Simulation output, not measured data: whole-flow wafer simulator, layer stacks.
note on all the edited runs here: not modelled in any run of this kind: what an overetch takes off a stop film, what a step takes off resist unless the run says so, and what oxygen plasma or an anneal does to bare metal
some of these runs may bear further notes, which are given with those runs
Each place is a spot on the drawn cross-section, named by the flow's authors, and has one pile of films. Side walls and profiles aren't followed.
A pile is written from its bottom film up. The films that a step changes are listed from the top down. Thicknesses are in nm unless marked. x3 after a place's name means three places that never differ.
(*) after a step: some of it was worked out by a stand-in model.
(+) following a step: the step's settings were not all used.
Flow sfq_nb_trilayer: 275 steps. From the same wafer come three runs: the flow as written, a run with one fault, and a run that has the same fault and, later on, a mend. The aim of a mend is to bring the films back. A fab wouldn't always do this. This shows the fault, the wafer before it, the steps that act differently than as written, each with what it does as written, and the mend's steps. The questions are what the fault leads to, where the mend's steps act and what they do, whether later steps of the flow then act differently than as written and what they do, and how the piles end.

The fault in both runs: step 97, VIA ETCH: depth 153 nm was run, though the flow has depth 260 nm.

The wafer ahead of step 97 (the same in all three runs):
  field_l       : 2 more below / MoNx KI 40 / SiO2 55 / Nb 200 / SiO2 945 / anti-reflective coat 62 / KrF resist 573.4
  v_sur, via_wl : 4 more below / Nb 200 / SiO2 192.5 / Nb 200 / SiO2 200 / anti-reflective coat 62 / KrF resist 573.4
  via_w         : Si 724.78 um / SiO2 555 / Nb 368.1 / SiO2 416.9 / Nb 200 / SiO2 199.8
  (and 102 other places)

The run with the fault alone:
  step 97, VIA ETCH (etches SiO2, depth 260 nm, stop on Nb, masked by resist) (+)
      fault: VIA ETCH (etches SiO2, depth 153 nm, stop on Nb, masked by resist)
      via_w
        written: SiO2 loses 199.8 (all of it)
        fault: SiO2 loses 153
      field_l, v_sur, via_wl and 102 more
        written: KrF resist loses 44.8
        fault: KrF resist loses 26.4
  Steps further on in the flow that do not act as written (3 more steps, not shown, differ only slightly: by at most 2% or 0.5 nm, whichever is larger):
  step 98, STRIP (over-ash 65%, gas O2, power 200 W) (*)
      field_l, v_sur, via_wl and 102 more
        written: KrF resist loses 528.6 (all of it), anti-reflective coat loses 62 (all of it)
        fault: KrF resist loses 547.1 (all of it), anti-reflective coat loses 62 (all of it)
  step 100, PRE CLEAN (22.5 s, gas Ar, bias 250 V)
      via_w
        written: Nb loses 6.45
        fault: SiO2 loses 7.5
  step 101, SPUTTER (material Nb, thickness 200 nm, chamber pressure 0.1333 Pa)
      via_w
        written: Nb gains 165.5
        fault: Nb gains 175.6 (new film)
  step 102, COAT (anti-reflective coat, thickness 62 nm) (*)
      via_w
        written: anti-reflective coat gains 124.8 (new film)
        fault: anti-reflective coat gains 113.3 (new film)
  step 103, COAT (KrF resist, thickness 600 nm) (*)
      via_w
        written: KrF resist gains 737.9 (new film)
        fault: KrF resist gains 700.5 (new film)
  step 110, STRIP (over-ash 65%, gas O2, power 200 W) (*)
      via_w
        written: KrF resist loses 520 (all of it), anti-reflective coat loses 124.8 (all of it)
        fault: KrF resist loses 482.6 (all of it), anti-reflective coat loses 113.3 (all of it)
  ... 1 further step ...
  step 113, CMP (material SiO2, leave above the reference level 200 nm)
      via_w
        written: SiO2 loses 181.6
        fault: SiO2 loses 157.1
  The piles end different from the flow's at via_w by more than 2% or 0.5 nm, whichever is larger.
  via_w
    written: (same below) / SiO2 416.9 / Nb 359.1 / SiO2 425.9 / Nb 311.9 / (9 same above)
    fault: (same below) / SiO2 416.9 / Nb 200 / SiO2 39.3 / Nb 175.6 / SiO2 370.1 / Nb 311.9 / (9 same above)

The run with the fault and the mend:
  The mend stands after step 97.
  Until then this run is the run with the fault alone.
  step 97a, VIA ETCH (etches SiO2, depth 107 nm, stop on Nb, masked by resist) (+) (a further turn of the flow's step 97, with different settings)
      field_l, v_sur, via_wl and 102 more
        KrF resist loses 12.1
      via_w
        SiO2 loses 46.8 (all of it)
  Later steps of the flow that are run all act as written at every place that is followed, up to a difference of at most 2% or 0.5 nm, whichever is larger.
  The piles end the same as the flow's at every place that both follow.
